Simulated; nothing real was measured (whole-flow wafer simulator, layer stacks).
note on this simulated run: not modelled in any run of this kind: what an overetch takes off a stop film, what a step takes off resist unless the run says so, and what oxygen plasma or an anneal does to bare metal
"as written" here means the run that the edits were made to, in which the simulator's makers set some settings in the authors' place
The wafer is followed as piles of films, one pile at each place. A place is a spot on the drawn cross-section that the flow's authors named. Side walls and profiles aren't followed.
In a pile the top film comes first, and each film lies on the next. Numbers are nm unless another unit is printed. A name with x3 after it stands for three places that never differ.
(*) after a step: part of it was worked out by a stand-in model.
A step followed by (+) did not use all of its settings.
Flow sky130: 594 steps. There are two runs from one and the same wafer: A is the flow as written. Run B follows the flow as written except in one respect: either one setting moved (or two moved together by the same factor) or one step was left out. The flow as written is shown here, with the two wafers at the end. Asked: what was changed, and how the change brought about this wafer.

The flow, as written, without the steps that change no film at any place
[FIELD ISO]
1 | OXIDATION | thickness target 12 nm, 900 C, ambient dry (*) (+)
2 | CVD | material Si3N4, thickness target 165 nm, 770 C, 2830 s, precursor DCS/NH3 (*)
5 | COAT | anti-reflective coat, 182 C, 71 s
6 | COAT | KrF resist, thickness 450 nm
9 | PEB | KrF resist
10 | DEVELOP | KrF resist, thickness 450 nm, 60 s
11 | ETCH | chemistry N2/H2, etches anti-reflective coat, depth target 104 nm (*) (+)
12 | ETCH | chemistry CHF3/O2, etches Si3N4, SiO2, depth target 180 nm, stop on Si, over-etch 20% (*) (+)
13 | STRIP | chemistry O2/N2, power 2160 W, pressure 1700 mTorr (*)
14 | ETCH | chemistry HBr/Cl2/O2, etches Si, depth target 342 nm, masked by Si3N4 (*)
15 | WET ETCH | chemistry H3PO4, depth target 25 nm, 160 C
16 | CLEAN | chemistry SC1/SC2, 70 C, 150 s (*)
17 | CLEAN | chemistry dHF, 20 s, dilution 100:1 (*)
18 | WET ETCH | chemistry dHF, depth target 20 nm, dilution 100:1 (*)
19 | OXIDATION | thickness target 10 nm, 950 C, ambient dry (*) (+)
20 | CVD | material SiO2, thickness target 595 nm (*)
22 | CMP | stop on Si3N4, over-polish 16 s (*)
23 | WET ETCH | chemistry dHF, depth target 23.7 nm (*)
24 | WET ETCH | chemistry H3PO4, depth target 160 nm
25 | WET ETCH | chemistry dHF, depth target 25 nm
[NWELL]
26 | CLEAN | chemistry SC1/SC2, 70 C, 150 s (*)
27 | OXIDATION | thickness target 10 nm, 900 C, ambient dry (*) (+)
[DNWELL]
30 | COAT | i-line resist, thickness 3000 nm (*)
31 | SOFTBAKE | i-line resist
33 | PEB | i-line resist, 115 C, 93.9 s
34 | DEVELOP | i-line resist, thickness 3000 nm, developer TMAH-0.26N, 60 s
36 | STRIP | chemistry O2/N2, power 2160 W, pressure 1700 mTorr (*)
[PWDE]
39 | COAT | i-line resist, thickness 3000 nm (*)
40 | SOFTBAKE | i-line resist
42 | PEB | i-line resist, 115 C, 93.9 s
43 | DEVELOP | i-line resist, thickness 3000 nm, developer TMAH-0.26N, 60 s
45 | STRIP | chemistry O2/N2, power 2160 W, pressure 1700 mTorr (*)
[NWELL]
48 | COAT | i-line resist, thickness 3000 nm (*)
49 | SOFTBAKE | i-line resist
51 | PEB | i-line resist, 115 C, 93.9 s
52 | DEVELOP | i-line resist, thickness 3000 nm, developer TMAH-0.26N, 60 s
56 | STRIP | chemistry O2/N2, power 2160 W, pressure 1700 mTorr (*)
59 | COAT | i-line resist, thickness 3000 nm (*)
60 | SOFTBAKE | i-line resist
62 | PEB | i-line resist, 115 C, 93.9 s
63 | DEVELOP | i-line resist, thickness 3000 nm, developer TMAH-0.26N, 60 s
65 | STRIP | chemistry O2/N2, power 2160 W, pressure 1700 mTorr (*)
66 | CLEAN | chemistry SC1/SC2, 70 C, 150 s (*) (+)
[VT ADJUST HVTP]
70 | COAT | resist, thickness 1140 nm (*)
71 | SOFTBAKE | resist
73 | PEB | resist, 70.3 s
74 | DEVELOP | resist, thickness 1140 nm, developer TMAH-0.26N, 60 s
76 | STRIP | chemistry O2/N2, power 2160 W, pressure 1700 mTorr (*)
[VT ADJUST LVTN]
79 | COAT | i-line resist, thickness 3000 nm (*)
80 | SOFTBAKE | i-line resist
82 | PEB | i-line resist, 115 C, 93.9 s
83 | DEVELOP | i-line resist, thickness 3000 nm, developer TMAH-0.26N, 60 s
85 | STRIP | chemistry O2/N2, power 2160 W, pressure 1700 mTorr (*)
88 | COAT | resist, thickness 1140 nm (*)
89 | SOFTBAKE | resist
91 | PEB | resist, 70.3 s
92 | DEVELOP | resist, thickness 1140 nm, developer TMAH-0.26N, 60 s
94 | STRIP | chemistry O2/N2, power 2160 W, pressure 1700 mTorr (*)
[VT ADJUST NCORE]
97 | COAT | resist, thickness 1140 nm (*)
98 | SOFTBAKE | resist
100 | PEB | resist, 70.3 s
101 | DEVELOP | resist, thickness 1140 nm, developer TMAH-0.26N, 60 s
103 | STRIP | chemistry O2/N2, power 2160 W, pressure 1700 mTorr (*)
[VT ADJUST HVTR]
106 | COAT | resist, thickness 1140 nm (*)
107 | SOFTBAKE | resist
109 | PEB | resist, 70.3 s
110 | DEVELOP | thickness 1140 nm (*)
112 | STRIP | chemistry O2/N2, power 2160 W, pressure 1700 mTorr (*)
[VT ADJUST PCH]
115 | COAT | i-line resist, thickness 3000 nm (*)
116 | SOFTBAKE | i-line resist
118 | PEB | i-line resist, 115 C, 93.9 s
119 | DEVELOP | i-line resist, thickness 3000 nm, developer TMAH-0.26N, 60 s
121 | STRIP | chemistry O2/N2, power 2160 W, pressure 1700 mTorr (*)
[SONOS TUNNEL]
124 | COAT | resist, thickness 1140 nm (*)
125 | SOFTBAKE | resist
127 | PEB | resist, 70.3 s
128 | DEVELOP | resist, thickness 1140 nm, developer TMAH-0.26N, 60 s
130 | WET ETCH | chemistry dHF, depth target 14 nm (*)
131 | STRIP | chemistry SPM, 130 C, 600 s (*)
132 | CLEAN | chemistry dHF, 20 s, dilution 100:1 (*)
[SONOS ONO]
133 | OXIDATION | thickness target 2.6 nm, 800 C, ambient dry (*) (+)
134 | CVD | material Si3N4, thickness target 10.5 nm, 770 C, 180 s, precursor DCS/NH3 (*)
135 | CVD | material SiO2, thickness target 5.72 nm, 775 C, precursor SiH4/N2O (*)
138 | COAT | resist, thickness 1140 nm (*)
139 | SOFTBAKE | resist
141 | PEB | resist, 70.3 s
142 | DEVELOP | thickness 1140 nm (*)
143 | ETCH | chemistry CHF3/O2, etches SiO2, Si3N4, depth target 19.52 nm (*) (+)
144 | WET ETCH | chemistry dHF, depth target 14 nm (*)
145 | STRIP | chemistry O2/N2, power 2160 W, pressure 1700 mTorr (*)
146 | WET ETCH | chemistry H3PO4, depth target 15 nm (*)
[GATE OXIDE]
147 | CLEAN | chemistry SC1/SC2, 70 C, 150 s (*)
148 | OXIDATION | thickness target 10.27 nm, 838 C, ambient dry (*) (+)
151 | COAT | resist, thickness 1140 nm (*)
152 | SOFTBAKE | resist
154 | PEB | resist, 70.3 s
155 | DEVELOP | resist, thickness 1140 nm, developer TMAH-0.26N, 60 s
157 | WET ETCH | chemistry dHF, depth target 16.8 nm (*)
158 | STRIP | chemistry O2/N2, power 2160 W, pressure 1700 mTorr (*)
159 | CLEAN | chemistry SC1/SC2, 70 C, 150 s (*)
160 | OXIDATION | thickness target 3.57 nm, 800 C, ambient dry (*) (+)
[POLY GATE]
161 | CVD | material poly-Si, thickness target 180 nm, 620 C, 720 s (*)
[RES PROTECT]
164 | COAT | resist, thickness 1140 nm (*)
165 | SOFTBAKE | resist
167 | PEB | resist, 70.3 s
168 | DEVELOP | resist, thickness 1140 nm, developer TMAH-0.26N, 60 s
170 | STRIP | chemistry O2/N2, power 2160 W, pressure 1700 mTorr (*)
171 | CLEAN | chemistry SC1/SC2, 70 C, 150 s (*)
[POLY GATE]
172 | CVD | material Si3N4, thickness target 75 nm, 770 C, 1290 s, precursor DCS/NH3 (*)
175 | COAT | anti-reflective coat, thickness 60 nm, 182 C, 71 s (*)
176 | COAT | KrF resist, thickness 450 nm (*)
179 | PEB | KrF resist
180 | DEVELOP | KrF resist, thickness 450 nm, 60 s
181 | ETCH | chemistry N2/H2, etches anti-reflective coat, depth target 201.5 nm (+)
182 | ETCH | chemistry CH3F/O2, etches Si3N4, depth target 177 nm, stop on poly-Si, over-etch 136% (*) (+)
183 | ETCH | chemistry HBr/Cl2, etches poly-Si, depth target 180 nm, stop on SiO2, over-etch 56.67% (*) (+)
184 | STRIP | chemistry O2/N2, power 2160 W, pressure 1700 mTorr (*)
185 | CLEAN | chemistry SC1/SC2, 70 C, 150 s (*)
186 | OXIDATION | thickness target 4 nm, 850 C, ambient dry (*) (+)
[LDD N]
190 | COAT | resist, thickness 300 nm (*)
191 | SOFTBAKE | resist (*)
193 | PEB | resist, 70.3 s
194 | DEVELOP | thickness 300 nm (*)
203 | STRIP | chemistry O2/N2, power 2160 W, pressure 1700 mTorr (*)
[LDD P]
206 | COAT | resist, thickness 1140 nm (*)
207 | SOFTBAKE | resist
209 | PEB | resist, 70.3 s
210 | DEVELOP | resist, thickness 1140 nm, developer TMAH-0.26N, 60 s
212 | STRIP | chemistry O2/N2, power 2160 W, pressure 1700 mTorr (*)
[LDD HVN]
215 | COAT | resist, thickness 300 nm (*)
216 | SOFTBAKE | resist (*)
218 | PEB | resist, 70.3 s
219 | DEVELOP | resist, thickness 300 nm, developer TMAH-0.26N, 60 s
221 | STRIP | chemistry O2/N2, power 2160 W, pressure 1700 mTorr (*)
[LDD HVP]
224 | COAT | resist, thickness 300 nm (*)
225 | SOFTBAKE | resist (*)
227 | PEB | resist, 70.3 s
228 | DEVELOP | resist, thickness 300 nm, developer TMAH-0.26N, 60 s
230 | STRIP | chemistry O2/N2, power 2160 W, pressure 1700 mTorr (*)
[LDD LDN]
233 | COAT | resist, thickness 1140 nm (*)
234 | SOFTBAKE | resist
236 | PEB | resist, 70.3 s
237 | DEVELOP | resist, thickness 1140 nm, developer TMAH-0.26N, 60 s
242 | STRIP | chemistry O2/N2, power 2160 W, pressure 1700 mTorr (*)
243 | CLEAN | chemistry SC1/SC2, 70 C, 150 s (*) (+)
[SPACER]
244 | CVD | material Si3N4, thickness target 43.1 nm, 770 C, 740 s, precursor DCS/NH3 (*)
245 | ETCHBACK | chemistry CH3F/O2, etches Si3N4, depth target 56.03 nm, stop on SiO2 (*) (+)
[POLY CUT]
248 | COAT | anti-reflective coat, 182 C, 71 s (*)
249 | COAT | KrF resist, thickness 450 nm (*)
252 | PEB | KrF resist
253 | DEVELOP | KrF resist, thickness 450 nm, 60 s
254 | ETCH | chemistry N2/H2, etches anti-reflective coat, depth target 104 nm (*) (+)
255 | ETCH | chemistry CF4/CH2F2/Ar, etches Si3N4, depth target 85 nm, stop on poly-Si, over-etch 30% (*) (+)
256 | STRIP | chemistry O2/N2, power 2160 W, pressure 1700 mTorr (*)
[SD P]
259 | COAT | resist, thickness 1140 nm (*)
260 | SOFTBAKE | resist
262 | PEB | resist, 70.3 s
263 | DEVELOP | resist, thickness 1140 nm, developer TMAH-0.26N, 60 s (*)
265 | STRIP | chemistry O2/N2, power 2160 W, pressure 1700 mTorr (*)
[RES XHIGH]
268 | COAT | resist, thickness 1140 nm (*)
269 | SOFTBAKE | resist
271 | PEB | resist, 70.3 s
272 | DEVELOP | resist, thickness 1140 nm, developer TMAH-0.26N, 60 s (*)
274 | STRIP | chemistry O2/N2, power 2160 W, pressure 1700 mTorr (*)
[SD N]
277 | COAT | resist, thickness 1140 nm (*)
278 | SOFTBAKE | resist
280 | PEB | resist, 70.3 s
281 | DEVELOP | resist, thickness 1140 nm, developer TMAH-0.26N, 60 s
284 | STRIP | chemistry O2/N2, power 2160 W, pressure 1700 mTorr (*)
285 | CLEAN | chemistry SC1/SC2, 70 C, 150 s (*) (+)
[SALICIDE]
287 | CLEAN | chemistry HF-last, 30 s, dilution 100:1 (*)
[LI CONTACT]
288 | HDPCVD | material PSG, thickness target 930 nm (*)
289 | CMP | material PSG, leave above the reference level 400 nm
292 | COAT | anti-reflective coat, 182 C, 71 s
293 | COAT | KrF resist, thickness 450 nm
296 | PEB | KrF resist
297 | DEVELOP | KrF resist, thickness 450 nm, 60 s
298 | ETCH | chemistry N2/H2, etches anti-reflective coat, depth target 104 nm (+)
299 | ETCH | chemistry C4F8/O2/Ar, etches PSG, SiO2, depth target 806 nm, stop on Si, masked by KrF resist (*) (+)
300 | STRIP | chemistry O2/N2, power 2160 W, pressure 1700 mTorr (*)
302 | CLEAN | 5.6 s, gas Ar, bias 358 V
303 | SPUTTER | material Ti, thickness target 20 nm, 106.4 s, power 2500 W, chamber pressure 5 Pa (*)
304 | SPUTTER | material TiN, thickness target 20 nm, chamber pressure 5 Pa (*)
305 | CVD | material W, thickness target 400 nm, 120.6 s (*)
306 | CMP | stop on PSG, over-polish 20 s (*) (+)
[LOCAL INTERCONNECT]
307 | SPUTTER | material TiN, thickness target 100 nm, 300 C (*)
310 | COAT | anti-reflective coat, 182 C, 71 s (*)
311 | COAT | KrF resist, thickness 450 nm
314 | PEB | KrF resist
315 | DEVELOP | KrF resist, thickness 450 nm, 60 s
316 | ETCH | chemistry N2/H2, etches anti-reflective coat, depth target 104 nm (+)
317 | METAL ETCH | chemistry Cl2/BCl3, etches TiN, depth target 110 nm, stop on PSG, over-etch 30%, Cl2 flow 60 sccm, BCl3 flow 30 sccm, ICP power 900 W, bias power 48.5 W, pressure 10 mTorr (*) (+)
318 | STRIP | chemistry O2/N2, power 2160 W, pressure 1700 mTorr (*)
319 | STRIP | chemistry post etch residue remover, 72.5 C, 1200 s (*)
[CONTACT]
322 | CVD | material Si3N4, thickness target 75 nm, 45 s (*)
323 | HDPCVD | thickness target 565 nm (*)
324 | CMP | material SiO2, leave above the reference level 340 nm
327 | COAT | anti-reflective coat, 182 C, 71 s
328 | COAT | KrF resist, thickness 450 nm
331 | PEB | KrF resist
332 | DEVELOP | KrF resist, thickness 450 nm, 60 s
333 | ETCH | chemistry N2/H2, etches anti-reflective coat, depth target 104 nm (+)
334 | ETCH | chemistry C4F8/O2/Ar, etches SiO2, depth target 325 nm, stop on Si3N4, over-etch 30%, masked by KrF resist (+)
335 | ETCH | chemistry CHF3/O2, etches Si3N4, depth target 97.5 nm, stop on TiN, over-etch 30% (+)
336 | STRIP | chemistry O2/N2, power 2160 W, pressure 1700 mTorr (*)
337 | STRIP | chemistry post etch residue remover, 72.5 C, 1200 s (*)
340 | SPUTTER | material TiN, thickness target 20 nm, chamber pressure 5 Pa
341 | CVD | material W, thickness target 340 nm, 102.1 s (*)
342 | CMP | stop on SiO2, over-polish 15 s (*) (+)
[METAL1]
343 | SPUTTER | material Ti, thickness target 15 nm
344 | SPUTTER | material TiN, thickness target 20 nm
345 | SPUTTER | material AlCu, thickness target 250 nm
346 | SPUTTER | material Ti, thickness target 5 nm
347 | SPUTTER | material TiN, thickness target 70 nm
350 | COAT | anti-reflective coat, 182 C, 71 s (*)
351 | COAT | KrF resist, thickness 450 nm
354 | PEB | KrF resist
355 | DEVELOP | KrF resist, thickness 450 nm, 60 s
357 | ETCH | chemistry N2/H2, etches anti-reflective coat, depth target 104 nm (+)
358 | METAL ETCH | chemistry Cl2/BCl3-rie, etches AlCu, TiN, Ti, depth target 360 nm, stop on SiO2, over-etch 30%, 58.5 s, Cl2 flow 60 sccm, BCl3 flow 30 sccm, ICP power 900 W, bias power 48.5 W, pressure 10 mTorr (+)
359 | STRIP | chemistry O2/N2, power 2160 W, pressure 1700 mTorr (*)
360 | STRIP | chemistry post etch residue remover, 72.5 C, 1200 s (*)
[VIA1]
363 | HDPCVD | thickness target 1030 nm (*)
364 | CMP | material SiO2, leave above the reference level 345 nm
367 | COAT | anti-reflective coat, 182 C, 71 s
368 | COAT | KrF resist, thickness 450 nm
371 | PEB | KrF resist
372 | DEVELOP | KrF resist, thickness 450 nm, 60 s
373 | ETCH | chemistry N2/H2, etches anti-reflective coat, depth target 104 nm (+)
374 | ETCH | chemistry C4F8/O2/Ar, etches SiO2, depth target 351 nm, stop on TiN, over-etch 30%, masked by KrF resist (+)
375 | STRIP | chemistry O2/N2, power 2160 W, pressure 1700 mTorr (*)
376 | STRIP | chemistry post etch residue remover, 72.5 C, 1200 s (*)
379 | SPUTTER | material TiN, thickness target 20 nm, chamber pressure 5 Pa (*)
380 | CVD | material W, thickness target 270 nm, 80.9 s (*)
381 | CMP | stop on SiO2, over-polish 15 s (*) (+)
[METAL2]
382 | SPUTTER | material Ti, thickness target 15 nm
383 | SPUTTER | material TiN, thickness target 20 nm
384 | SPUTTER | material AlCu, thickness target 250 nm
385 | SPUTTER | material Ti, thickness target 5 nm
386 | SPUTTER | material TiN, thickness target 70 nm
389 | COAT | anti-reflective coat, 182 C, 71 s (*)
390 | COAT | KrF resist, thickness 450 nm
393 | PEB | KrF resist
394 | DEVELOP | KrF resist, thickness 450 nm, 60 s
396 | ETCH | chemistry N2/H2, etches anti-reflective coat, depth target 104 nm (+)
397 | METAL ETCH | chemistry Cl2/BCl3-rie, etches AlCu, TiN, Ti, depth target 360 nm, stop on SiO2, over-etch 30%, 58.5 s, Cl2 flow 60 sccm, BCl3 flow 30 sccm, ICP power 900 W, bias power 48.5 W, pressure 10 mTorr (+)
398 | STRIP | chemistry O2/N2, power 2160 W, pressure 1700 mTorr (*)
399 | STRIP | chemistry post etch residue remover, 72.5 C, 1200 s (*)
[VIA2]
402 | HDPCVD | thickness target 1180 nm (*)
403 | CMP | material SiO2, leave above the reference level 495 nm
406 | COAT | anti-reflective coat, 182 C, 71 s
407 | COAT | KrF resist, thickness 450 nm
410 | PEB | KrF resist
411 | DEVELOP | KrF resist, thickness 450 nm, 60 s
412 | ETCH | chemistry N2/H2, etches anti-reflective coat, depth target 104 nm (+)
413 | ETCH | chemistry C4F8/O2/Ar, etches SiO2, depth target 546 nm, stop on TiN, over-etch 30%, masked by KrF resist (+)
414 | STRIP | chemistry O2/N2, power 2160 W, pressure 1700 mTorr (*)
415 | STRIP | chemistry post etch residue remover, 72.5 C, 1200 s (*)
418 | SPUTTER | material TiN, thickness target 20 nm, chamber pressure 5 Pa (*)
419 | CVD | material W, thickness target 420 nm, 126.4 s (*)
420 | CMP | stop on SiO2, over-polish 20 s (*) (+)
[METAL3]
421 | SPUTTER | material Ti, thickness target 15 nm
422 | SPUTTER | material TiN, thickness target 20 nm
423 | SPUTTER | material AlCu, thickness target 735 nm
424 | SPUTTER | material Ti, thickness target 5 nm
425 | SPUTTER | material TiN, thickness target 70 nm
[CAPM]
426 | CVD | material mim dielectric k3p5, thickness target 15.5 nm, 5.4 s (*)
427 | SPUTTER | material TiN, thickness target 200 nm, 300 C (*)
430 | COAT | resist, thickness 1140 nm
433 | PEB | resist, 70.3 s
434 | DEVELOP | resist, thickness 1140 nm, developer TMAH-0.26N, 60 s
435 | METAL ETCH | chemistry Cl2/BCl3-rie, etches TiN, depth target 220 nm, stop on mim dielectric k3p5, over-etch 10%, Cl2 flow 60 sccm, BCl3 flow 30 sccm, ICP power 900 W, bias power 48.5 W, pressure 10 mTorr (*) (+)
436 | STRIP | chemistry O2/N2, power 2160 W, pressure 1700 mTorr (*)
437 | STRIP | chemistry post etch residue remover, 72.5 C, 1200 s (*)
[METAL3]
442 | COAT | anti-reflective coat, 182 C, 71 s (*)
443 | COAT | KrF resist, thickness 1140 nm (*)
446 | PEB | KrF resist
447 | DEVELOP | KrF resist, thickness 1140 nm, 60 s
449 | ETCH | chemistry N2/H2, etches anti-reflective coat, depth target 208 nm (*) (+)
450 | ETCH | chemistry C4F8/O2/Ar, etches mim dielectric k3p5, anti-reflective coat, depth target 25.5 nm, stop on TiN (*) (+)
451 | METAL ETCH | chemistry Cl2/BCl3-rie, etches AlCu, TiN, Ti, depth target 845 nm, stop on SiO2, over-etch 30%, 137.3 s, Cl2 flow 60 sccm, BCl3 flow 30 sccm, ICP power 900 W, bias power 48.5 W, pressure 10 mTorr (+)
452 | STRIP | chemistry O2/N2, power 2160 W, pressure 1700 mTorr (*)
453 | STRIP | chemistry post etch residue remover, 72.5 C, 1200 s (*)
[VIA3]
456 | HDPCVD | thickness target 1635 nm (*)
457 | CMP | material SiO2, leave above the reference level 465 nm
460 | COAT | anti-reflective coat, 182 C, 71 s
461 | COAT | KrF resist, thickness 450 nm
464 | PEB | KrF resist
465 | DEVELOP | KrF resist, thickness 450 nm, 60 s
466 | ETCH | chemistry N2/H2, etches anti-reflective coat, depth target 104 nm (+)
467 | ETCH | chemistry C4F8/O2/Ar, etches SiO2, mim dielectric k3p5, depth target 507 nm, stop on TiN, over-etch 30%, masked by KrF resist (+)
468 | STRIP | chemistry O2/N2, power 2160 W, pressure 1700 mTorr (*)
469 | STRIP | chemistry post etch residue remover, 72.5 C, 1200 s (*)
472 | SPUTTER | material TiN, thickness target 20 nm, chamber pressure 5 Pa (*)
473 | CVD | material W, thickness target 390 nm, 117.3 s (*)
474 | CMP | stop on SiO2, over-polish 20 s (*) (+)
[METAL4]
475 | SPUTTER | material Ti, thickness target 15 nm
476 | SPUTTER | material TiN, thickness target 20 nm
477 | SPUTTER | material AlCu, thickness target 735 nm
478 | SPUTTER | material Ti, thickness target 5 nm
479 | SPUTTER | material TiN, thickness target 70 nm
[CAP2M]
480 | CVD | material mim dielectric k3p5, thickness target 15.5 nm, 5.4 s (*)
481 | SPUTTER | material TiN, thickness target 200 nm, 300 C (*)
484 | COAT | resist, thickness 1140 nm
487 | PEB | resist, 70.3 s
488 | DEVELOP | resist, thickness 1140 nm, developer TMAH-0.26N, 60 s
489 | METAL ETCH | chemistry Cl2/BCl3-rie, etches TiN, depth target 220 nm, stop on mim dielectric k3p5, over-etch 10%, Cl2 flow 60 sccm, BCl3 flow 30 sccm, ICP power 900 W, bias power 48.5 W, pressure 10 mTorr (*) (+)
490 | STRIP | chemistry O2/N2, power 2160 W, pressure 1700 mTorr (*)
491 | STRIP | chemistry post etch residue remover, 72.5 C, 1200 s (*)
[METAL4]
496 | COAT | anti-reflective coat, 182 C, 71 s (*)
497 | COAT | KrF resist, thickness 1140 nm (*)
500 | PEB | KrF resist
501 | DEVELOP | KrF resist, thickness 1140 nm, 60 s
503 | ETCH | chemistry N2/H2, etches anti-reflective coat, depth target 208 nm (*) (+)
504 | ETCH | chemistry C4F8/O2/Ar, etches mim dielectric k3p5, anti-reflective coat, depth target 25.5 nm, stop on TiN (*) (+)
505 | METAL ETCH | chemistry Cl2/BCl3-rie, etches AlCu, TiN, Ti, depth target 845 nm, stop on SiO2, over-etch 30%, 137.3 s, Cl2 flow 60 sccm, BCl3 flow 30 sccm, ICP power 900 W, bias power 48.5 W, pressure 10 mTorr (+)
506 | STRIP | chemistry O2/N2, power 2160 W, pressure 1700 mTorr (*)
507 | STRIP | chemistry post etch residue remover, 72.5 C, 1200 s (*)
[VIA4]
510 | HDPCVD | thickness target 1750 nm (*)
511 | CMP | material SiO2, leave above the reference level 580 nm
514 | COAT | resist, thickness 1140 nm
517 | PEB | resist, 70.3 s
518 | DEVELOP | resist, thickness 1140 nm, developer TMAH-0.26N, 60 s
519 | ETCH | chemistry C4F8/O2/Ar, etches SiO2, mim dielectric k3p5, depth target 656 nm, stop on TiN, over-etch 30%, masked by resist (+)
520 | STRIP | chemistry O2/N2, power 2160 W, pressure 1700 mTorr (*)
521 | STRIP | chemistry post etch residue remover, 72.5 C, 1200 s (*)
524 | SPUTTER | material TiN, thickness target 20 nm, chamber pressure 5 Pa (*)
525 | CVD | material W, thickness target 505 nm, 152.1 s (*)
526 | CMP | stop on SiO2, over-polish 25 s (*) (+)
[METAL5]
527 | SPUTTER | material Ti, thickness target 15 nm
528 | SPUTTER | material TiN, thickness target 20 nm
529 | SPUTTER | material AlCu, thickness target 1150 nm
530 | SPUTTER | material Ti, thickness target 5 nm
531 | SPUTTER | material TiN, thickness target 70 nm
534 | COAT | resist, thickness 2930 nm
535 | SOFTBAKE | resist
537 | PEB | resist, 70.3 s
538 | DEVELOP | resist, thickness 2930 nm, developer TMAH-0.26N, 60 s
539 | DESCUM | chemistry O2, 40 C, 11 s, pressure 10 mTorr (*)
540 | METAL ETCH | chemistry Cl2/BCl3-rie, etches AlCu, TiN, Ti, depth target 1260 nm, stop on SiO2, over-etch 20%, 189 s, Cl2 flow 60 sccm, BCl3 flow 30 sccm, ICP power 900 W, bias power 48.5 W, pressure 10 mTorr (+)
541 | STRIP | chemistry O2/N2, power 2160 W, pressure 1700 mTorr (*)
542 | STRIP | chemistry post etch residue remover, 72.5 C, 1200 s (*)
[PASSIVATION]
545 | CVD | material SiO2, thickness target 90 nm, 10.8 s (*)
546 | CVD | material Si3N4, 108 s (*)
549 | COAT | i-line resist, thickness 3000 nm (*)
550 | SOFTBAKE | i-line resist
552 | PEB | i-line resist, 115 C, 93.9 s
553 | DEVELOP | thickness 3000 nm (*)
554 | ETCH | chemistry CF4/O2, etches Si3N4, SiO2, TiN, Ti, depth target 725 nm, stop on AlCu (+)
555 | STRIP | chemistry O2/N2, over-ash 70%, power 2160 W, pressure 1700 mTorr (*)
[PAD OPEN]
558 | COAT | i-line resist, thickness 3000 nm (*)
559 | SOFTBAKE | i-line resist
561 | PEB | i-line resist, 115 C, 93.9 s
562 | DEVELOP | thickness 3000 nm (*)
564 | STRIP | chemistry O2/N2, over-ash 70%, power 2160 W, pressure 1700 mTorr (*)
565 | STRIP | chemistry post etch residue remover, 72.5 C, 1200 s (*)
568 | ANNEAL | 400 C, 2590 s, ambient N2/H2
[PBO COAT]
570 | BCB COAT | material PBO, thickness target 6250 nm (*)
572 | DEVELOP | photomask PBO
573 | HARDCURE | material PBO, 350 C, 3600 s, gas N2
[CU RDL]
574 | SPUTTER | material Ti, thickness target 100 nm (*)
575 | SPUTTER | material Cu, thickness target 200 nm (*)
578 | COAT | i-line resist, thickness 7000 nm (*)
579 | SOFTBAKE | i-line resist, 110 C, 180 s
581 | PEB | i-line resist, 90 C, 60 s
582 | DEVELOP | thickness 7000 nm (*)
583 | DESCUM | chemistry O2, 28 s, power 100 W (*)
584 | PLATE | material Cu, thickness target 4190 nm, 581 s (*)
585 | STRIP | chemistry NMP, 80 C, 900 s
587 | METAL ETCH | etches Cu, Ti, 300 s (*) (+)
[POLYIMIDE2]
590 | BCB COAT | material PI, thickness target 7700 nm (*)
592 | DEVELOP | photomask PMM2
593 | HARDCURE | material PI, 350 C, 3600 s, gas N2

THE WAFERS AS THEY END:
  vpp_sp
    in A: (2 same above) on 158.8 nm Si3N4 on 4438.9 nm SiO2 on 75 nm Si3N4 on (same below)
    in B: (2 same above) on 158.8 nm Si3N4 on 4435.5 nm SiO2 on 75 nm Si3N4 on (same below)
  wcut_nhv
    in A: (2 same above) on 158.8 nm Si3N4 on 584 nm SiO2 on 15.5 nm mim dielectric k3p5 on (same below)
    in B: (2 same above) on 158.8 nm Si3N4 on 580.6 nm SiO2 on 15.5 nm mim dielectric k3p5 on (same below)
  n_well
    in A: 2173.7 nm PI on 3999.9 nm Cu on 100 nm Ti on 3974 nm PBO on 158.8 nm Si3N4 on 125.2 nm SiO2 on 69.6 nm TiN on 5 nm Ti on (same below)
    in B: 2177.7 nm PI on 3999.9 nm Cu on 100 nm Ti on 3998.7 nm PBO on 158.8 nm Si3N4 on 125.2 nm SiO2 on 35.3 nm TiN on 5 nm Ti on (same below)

Cause: step 531, SPUTTER: thickness target 35.7 nm was run, whereas the flow has thickness target 70 nm.

How this came from the change, step by step:
  531 | SPUTTER | material TiN, thickness target 70 nm
      field, active, n_well and 190 more: A TiN gains 70 (new film) | B TiN gains 35.7 (new film)
  540 | METAL ETCH | chemistry Cl2/BCl3-rie, etches AlCu, TiN, Ti, depth target 1260 nm, stop on SiO2, over-etch 20%, 189 s, Cl2 flow 60 sccm, BCl3 flow 30 sccm, ICP power 900 W, bias power 48.5 W, pressure 10 mTorr (+)
      field, active, gate and 175 more: A TiN loses 70 (all of it), Ti loses 5 (all of it), AlCu loses 1150 (all of it), TiN loses 20 (all of it), Ti loses 15 (all of it), SiO2 loses 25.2 | B TiN loses 35.7 (all of it), Ti loses 5 (all of it), AlCu loses 1150 (all of it), TiN loses 20 (all of it), Ti loses 15 (all of it), SiO2 loses 28.6
  550 | SOFTBAKE | i-line resist
      gate_p_lvt, iso_guard_hv_nw: A i-line resist gains 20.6 | B i-line resist gains 19.9
      gate: A i-line resist loses 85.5 | B i-line resist loses 82.1
      (as well as at 57 more places)
  554 | ETCH | chemistry CF4/O2, etches Si3N4, SiO2, TiN, Ti, depth target 725 nm, stop on AlCu (+)
      field, active, n_well and 189 more: A i-line resist loses 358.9 | B i-line resist loses 324.6
      pad: A Si3N4 loses 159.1 (all of it), SiO2 loses 125.2 (all of it), TiN loses 69.6 (all of it), Ti loses 5 (all of it) | B Si3N4 loses 159.1 (all of it), SiO2 loses 125.2 (all of it), TiN loses 35.3 (all of it), Ti loses 5 (all of it)
  555 | STRIP | chemistry O2/N2, over-ash 70%, power 2160 W, pressure 1700 mTorr (*)
      n_well, p_well, sd_n, sd_p: A i-line resist loses 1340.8 (all of it) | B i-line resist loses 1405.2 (all of it)
      ndiff_licon_rim, ndiff_licon: A i-line resist loses 1368.9 (all of it) | B i-line resist loses 1432.5 (all of it)
      (as well as at 7 more places)
  559 | SOFTBAKE | i-line resist
      gate_p_lvt, iso_guard_hv_nw: A i-line resist gains 20.6 | B i-line resist gains 19.9
      gate: A i-line resist loses 85.5 | B i-line resist loses 82.1
      (as well as at 62 more places)
  579 | SOFTBAKE | i-line resist, 110 C, 180 s
      m5_stack_ln: A i-line resist loses 30 | B i-line resist loses 29.1
